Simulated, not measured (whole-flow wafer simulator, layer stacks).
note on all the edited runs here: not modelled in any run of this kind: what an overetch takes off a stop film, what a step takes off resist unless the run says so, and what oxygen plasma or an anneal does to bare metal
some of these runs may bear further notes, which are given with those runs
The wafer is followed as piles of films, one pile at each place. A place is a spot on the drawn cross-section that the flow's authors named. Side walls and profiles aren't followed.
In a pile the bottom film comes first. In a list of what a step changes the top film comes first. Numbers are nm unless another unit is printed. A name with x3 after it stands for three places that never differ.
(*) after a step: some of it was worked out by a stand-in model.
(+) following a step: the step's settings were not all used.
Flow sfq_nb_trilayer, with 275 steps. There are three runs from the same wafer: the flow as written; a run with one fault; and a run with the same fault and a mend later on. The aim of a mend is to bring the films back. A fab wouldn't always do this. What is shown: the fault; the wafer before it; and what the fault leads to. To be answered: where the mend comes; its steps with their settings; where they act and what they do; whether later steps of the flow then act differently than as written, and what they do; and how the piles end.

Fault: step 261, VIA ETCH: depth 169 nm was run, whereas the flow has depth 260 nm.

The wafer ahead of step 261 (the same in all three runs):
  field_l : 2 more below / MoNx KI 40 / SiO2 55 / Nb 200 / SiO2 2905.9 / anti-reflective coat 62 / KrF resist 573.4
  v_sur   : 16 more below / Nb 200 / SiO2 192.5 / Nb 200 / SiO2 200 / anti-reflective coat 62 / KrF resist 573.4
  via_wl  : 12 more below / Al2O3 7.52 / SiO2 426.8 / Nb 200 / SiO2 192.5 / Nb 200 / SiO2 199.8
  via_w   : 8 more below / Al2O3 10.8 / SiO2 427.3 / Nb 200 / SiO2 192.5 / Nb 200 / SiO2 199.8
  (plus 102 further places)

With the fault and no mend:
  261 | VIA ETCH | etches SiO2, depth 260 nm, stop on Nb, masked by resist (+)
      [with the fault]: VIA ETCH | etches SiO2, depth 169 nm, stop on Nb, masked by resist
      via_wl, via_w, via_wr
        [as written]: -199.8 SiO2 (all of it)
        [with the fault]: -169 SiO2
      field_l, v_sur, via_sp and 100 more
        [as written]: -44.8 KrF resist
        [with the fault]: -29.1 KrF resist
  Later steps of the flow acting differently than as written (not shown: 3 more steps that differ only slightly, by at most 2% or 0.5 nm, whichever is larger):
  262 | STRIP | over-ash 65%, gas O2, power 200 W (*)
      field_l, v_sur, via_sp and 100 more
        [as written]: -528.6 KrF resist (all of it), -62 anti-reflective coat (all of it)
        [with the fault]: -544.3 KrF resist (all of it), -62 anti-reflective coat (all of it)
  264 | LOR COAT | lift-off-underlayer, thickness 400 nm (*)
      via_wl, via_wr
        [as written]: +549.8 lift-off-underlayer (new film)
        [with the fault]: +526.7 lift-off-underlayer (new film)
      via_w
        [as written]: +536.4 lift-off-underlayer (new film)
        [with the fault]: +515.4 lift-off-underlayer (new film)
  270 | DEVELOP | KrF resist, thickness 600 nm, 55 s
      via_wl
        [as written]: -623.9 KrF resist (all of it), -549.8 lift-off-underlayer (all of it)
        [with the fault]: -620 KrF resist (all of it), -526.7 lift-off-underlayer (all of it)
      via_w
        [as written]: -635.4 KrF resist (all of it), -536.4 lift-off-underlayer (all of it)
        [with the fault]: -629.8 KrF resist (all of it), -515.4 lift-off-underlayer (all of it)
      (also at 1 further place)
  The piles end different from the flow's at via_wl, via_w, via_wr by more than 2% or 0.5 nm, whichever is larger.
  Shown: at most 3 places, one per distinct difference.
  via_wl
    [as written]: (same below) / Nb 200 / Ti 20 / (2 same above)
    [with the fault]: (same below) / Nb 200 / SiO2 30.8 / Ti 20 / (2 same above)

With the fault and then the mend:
  The mend follows step 261.
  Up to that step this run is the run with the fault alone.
  261a | VIA ETCH | etches SiO2, depth 91 nm, stop on Nb, masked by resist (+) (a further turn of the flow's step 261, with different settings)
      field_l, v_sur, via_sp and 100 more
        -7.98 KrF resist
      via_wl, via_w, via_wr
        -30.8 SiO2 (all of it)
  Every later step of the flow that is run acts as written, at every place that is followed, to within 2% or 0.5 nm, whichever is larger.
  By the end, the piles equal the flow's at every place that both follow.
